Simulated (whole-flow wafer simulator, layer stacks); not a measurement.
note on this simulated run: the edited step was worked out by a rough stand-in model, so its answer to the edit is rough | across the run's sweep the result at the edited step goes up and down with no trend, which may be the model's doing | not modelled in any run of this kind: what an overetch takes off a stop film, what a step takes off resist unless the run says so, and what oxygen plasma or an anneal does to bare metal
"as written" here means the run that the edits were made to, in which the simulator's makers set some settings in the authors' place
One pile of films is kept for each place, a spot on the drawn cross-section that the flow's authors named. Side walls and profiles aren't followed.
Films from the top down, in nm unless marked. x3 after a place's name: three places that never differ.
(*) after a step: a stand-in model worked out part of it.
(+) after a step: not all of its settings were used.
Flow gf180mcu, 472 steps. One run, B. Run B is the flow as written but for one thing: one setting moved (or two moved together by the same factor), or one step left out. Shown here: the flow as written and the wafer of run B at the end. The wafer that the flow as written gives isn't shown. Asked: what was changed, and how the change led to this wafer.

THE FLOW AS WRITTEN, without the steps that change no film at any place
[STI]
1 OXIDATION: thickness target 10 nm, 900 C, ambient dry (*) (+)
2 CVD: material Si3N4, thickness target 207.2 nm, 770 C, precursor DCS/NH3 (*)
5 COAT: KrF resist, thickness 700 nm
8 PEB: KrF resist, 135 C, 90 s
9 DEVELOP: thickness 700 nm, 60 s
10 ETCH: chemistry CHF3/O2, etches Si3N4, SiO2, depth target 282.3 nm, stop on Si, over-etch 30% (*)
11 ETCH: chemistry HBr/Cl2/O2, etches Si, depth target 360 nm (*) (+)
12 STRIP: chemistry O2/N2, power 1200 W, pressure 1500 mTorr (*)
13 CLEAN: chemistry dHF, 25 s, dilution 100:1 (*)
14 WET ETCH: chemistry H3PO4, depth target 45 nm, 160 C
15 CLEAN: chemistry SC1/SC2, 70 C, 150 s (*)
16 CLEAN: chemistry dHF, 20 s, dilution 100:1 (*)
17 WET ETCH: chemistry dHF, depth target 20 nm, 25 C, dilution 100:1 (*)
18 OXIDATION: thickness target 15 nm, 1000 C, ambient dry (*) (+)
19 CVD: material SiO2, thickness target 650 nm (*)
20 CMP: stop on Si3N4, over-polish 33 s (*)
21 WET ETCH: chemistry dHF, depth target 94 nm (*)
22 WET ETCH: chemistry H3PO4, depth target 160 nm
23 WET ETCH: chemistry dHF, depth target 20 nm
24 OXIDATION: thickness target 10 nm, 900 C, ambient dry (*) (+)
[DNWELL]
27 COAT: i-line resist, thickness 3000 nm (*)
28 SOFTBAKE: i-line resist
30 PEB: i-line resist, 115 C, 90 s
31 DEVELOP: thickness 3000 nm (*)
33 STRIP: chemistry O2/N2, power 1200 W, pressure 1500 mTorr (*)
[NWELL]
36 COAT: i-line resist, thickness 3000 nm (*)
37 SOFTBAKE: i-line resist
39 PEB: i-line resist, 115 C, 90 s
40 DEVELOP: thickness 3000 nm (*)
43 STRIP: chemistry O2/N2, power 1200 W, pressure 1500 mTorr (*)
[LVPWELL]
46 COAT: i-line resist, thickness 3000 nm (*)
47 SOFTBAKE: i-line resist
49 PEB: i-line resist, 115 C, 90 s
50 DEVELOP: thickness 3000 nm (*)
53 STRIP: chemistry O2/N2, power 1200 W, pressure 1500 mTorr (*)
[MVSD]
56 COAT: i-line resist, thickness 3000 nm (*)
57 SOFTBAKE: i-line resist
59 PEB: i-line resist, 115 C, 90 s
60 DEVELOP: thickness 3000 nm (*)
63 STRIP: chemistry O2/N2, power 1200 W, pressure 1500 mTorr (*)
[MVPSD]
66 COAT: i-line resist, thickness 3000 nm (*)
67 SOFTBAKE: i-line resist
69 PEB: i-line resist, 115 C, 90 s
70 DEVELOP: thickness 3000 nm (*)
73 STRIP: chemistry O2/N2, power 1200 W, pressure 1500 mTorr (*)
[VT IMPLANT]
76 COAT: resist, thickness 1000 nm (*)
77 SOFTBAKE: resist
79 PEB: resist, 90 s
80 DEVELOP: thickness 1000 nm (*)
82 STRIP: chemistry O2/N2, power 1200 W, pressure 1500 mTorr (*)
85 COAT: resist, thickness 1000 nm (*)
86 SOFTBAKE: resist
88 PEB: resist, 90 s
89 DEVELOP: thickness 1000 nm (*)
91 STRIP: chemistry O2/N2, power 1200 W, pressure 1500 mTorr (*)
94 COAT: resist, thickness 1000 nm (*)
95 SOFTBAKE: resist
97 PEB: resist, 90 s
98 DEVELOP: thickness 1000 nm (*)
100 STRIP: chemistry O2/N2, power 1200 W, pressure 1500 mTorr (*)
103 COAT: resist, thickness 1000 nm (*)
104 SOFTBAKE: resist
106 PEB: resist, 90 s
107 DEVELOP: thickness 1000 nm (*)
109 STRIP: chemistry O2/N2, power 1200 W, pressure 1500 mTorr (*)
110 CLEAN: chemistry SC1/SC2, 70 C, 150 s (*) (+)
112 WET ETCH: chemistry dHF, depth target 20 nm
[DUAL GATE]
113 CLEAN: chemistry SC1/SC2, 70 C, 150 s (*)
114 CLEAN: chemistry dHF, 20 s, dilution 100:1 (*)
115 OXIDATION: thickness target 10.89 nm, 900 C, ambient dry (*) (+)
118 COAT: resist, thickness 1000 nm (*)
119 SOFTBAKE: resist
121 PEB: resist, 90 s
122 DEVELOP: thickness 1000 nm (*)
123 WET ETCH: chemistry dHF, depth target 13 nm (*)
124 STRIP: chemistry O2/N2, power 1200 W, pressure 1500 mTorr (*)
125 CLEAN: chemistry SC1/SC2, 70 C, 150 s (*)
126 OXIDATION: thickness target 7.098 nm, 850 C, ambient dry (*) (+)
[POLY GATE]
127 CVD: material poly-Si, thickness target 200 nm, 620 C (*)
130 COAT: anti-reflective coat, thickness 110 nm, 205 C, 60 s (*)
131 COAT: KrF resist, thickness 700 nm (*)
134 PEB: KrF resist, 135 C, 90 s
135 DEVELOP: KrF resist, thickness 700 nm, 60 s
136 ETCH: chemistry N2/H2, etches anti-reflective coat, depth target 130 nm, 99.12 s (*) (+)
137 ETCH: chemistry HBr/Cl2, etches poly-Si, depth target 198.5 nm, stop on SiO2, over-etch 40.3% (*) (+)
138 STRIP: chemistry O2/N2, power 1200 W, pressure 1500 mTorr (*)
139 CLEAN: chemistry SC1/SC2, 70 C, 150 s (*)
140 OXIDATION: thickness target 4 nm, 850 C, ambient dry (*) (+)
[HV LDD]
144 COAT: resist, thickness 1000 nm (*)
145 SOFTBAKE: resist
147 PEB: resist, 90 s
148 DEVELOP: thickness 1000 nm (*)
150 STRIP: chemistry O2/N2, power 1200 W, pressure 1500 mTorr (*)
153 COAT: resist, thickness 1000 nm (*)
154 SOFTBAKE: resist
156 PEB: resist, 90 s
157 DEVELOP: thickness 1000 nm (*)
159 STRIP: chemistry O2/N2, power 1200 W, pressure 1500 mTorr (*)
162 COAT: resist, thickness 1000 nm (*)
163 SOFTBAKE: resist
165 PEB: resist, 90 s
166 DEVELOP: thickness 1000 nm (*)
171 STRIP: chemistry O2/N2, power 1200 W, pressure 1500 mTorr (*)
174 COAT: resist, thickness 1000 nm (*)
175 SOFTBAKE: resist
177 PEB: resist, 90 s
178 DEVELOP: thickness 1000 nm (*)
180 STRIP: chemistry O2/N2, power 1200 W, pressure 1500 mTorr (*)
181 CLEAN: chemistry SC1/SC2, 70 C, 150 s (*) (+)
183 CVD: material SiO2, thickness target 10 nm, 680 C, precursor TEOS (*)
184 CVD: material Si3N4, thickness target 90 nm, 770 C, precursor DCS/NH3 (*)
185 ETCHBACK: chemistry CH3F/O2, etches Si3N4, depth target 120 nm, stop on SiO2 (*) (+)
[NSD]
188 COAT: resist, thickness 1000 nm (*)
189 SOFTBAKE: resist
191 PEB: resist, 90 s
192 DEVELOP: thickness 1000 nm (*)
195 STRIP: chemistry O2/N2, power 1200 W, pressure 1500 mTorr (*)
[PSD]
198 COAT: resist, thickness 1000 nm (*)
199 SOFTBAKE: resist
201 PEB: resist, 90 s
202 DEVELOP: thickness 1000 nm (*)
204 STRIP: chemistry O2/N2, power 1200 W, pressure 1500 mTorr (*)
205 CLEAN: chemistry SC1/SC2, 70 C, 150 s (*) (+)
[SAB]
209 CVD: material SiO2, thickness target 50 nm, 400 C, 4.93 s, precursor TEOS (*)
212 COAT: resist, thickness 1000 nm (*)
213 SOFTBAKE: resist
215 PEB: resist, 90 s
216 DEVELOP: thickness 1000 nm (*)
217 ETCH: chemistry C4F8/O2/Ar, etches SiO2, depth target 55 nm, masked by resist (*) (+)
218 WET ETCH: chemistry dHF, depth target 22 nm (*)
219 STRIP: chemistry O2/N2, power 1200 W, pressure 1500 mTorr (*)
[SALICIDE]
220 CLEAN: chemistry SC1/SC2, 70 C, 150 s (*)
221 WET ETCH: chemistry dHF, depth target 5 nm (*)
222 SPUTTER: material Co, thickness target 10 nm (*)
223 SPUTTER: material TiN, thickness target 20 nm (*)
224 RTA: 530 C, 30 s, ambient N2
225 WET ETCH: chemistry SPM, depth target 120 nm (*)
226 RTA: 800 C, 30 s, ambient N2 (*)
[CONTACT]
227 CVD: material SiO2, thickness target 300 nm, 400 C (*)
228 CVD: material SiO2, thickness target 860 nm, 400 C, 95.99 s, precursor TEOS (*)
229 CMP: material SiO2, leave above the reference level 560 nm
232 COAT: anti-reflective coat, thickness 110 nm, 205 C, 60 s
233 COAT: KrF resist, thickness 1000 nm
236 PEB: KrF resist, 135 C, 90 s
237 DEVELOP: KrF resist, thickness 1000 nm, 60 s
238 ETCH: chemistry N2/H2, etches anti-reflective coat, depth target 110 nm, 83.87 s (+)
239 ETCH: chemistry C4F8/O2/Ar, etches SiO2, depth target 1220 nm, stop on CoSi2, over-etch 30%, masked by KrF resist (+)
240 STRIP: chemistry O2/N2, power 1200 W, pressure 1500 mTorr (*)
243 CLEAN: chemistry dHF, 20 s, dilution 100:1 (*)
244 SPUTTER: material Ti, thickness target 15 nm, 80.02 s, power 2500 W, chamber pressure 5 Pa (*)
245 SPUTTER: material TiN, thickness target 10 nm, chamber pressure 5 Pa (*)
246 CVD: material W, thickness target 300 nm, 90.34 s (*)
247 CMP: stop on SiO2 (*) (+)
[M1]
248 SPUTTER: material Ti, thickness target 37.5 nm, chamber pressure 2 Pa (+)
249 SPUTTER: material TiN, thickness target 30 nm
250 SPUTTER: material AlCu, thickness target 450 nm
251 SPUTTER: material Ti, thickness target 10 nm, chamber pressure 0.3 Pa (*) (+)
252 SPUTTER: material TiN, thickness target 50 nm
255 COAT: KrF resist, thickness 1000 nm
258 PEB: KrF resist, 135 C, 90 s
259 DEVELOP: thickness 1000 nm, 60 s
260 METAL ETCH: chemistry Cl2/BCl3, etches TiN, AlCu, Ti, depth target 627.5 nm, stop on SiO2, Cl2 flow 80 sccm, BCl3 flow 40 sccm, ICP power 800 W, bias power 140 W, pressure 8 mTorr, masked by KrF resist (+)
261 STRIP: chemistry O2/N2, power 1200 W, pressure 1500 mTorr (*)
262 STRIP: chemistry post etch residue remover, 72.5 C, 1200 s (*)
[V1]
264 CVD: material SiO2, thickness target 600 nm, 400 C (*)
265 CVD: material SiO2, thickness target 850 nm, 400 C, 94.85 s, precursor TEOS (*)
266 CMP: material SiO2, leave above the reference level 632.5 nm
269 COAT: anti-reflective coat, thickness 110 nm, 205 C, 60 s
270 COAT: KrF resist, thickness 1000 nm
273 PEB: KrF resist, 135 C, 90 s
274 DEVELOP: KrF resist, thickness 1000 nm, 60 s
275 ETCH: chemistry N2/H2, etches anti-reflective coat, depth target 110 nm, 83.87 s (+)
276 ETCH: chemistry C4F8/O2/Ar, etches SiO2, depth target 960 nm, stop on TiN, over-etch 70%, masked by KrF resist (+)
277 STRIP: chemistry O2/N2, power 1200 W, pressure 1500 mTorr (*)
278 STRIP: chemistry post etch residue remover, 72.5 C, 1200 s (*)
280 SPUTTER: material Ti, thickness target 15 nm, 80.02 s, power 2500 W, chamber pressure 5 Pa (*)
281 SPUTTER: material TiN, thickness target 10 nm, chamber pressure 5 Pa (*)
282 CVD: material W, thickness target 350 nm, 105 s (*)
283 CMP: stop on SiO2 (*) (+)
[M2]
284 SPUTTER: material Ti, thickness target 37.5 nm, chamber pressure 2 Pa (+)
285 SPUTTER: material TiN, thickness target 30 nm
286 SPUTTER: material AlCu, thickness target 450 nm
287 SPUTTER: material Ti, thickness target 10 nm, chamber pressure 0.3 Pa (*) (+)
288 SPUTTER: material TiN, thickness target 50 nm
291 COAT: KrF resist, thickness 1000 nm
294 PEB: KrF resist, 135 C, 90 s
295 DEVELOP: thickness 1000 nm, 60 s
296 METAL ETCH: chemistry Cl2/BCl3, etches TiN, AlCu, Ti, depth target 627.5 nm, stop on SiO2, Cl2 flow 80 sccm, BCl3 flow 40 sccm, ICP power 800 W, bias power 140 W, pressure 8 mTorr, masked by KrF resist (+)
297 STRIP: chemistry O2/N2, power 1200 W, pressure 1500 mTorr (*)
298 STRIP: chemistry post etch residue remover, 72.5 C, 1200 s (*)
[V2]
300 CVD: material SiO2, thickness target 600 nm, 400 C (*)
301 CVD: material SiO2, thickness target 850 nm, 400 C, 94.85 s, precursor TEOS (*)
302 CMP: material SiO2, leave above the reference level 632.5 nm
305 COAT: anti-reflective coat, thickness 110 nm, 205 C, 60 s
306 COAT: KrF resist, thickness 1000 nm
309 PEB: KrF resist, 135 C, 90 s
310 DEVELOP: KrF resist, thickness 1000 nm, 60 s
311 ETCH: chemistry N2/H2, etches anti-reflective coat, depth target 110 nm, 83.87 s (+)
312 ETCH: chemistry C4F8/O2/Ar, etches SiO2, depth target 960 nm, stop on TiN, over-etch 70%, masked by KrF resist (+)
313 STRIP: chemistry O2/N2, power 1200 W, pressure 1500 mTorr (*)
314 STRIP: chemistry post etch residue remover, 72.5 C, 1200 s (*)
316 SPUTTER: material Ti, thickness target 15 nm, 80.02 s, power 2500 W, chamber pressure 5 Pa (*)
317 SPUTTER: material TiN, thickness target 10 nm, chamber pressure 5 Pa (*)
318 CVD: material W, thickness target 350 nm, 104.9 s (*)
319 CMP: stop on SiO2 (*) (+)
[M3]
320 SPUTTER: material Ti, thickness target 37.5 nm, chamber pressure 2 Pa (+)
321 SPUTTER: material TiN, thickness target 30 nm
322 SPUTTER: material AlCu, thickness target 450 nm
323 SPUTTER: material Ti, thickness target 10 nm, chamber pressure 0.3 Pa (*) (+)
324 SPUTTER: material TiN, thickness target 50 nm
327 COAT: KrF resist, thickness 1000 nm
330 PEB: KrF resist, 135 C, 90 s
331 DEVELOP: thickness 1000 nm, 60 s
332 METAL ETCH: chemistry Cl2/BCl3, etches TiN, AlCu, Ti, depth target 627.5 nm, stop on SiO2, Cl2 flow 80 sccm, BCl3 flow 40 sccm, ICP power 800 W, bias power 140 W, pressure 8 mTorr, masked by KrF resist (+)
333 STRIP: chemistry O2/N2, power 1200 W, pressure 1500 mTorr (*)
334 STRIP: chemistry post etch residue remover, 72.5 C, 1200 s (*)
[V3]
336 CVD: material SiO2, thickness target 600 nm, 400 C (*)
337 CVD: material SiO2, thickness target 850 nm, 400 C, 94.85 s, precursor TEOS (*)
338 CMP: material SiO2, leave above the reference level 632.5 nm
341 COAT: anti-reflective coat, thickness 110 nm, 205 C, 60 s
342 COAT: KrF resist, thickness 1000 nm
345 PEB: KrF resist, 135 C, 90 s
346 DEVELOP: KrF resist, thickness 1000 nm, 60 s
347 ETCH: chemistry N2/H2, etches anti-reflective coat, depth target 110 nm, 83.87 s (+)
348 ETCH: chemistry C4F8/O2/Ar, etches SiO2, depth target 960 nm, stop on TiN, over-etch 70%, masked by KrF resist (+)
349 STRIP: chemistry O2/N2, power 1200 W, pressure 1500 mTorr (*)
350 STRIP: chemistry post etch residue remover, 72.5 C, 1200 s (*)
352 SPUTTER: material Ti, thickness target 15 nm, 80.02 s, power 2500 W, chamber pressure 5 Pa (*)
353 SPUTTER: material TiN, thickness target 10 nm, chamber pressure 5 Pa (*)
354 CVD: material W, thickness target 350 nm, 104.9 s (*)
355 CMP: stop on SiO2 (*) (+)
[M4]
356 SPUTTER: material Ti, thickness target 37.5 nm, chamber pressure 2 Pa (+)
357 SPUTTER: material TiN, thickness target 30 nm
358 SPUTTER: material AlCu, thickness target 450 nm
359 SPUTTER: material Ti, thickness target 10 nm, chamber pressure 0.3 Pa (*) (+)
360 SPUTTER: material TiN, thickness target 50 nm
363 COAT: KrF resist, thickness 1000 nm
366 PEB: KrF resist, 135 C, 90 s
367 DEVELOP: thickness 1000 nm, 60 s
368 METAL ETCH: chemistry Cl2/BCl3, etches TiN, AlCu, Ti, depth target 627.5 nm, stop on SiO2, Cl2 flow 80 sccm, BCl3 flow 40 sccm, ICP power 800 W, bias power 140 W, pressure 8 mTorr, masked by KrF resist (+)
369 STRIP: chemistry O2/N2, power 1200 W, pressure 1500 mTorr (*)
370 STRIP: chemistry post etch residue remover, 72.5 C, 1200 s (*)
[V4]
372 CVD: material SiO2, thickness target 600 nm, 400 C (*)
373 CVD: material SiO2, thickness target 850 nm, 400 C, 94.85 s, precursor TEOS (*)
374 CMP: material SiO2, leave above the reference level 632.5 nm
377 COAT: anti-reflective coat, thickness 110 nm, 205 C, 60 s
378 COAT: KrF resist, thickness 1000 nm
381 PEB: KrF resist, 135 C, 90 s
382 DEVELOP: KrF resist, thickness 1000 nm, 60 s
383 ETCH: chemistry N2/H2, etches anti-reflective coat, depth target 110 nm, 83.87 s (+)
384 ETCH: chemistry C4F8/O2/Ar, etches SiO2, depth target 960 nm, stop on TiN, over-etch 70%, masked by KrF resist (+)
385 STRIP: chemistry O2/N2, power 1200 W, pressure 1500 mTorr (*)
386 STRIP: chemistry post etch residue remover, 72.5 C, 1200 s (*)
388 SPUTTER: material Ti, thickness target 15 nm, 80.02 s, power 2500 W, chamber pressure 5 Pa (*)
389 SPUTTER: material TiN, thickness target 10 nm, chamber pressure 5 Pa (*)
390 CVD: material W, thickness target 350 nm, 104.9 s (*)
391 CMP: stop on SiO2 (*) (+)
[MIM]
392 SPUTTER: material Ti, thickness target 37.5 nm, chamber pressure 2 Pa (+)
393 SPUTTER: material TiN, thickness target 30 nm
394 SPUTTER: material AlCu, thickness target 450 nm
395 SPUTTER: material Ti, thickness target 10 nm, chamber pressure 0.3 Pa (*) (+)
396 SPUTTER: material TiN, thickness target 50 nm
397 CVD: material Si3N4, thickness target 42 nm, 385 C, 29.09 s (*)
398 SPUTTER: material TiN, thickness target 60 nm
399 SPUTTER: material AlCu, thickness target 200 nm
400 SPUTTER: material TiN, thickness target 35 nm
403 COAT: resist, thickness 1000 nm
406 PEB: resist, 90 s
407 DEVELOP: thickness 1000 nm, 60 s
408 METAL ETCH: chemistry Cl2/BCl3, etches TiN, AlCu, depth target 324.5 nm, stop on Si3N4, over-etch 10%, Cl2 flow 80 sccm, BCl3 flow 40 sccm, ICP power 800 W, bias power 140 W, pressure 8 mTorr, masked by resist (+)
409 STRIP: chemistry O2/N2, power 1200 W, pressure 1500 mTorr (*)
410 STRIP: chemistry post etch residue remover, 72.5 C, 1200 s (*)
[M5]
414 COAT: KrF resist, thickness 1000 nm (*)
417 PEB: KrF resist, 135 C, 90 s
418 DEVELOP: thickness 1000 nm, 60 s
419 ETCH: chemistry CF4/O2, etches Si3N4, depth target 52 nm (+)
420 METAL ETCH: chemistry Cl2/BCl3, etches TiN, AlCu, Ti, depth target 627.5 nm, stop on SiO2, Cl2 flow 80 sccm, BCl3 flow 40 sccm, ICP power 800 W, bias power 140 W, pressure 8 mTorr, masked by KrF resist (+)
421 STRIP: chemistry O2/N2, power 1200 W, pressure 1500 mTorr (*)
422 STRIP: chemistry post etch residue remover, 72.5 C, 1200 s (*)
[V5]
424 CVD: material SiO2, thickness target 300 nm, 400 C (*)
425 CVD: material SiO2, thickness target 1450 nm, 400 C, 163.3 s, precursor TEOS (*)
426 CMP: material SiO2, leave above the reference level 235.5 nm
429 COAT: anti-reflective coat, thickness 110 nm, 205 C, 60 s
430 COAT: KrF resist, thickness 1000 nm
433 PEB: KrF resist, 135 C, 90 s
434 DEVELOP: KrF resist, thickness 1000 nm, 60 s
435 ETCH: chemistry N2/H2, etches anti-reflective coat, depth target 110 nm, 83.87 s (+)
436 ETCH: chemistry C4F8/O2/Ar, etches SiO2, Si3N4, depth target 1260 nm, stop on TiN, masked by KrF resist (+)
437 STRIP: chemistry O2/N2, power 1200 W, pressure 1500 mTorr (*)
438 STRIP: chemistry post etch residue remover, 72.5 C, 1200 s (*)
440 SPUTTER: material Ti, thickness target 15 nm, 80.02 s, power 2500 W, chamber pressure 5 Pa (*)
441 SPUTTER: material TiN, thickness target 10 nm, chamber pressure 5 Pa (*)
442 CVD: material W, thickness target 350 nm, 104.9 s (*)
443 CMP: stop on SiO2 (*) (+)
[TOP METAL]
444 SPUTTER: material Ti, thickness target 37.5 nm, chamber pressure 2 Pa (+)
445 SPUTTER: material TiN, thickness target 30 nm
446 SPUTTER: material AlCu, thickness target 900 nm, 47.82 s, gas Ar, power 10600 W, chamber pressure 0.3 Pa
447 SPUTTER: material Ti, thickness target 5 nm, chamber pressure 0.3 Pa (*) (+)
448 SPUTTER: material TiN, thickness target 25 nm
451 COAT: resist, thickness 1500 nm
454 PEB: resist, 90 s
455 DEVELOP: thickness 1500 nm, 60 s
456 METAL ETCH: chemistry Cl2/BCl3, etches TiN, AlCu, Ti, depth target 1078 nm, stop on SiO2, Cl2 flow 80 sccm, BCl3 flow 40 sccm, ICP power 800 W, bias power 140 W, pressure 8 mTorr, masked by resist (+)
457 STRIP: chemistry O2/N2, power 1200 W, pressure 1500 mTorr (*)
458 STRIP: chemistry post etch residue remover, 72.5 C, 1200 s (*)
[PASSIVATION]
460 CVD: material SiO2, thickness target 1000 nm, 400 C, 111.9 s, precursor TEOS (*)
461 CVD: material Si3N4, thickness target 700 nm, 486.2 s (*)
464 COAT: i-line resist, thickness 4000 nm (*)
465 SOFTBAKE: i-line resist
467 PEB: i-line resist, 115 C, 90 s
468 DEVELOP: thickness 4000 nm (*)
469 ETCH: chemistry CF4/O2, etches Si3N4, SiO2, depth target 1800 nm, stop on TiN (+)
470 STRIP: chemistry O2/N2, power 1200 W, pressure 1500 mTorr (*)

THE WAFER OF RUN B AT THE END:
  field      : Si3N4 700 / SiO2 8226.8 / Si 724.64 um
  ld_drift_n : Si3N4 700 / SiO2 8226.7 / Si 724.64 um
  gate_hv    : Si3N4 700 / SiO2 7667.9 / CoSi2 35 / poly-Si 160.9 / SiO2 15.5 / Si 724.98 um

The cause: step 126, OXIDATION: thickness target 8.518 nm was run, where the flow has thickness target 7.098 nm.

How the change led to this, step by step:
  126 OXIDATION: thickness target 7.098 nm, 850 C, ambient dry (*) (+)
      gate_hv, active_hv, active_nat and 25 more: SiO2 +4.93, Si -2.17 (as written it would be: SiO2 +3.72, Si -1.64)
      active, n_well, p_well and 12 more: SiO2 +8.52 (new film), chemical SiO2 -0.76 (all of it), Si -3.41 (as written it would be: SiO2 +7.1 (new film), chemical SiO2 -0.76 (all of it), Si -2.79)
  189 SOFTBAKE: resist
      nw_enc_fld_lv__w3: resist -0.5 (as written it would be: resist +0.35)
  199 SOFTBAKE: resist
      nw_enc_fld_lv__w3: resist -0.5 (as written it would be: resist +0.35)
  218 WET ETCH: chemistry dHF, depth target 22 nm (*)
      active, p_well, sd_n, iso_ptap_pw, iso_ntap_nw, iso_ptap_sub, vpnp_e: SiO2 -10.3 (all of it) (as written it would be: SiO2 -9.01 (all of it))
      ldn_tap, ldn_src, ldn_drn, ldp_tap, ldp_src, ldp_drn, ldp_gr: SiO2 -17.1 (all of it) (as written it would be: SiO2 -16 (all of it))
      (and at 9 more places)
